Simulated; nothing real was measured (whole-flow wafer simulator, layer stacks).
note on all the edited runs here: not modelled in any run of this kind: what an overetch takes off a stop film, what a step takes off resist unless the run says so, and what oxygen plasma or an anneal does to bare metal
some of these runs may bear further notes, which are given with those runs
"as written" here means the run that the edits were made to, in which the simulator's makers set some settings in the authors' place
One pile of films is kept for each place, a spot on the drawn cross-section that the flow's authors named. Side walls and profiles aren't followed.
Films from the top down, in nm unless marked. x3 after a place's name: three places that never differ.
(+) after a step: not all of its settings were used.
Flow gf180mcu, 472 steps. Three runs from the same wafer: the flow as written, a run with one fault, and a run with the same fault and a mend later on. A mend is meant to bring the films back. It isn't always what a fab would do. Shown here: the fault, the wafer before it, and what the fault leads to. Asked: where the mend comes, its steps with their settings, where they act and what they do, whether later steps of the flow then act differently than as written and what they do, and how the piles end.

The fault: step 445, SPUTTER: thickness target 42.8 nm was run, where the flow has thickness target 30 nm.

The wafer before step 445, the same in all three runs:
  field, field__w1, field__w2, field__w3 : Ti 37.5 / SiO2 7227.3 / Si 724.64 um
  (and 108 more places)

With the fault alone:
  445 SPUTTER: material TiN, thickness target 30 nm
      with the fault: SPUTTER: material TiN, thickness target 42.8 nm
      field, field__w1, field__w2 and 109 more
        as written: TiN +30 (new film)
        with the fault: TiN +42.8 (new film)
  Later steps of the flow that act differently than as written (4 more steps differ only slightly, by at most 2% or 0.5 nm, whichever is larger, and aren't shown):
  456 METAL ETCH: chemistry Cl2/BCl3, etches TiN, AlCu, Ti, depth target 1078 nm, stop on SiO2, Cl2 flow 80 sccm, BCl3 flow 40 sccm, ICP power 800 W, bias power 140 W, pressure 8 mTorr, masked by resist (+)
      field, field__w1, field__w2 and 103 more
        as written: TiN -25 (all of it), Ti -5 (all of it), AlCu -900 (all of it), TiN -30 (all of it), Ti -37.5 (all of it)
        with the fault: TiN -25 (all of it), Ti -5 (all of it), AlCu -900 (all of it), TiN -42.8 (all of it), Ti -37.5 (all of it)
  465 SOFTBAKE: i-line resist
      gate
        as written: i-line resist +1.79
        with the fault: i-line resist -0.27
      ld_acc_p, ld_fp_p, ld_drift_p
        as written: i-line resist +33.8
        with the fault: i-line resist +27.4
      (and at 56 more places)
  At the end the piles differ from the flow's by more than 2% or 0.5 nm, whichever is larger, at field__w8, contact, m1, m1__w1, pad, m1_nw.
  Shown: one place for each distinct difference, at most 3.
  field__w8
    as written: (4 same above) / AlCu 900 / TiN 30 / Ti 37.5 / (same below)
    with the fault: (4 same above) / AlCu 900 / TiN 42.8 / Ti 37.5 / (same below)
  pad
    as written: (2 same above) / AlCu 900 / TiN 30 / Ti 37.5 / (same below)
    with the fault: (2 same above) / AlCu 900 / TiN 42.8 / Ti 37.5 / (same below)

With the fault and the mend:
  The mend comes after step 445.
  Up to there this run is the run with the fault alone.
  445a METAL ETCH: chemistry Cl2/BCl3, etches TiN, AlCu, Ti, depth target 12.8 nm, Cl2 flow 80 sccm, BCl3 flow 40 sccm, ICP power 800 W, bias power 140 W, pressure 8 mTorr (the flow's step 260 once more, with other settings)
      field, field__w1, field__w2 and 109 more
        TiN -12.8
  No later step of the flow acts differently than as written at any place that is followed.
  At the end the piles are the same as the flow's at every place that both follow.
